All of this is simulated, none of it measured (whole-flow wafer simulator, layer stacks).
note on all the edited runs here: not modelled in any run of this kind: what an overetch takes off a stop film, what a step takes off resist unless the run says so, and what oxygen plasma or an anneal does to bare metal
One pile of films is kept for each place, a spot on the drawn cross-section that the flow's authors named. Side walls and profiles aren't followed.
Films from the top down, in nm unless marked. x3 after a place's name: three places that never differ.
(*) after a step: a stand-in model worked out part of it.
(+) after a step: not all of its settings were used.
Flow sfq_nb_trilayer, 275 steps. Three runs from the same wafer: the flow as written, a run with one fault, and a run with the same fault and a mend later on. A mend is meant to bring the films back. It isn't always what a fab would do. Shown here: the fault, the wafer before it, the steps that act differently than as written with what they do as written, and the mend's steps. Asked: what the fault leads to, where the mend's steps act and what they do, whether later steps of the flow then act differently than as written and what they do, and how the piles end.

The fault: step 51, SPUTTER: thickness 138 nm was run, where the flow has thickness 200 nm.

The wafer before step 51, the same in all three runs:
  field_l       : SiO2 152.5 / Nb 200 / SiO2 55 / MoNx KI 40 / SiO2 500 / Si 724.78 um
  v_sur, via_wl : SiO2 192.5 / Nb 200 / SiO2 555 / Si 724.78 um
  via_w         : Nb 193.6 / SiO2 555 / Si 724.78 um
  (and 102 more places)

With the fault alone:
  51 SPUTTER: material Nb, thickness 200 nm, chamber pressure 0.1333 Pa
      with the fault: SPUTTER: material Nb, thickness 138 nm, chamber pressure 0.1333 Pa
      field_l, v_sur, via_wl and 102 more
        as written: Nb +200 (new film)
        with the fault: Nb +138 (new film)
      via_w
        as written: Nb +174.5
        with the fault: Nb +121.1
  Later steps of the flow that act differently than as written (3 more steps differ only slightly, by at most 2% or 0.5 nm, whichever is larger, and aren't shown):
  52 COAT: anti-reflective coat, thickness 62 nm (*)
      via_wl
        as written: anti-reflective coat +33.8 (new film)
        with the fault: anti-reflective coat +32.9 (new film)
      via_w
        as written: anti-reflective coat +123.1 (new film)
        with the fault: anti-reflective coat +120.4 (new film)
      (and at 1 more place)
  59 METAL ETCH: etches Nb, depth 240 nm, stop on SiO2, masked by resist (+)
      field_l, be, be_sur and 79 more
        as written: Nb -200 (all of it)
        with the fault: Nb -138 (all of it)
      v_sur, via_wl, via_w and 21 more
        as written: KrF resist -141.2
        with the fault: KrF resist -121.8
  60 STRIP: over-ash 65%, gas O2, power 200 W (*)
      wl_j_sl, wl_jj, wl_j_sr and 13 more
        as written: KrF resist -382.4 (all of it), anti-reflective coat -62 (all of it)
        with the fault: KrF resist -401.8 (all of it), anti-reflective coat -62 (all of it)
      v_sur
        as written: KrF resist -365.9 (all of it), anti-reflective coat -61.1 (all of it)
        with the fault: KrF resist -385.8 (all of it), anti-reflective coat -60.9 (all of it)
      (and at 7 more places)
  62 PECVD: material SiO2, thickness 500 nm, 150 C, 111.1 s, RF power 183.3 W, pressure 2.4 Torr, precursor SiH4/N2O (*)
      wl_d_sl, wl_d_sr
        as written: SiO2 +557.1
        with the fault: SiO2 +500
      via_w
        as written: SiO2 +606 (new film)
        with the fault: SiO2 +591.1 (new film)
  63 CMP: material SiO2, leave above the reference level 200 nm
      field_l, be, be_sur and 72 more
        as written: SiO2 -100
        with the fault: SiO2 -162
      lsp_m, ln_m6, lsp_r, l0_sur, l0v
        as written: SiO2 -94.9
        with the fault: SiO2 -162
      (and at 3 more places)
  At the end the piles differ from the flow's by more than 2% or 0.5 nm, whichever is larger, at field_l, v_sur, via_wl and 102 more.
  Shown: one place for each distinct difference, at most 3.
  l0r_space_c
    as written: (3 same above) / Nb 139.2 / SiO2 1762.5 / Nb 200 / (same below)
    with the fault: (3 same above) / Nb 139.2 / SiO2 1700.5 / Nb 200 / (same below)
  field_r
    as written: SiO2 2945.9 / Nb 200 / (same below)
    with the fault: SiO2 2883.9 / Nb 200 / (same below)
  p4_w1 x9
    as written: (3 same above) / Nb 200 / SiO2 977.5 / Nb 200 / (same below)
    with the fault: (3 same above) / Nb 200 / SiO2 915.5 / Nb 200 / (same below)

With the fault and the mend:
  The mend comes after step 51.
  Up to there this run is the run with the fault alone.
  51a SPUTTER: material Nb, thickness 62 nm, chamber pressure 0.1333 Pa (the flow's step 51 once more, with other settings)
      field_l, v_sur, via_wl and 102 more
        Nb +62
      via_w
        Nb +49.1
  No later step of the flow acts differently than as written, at any place that is followed, by more than 2% or 0.5 nm, whichever is larger.
  At the end the piles differ from the flow's only slightly at the places that both follow, by at most 2% or 0.5 nm, whichever is larger.
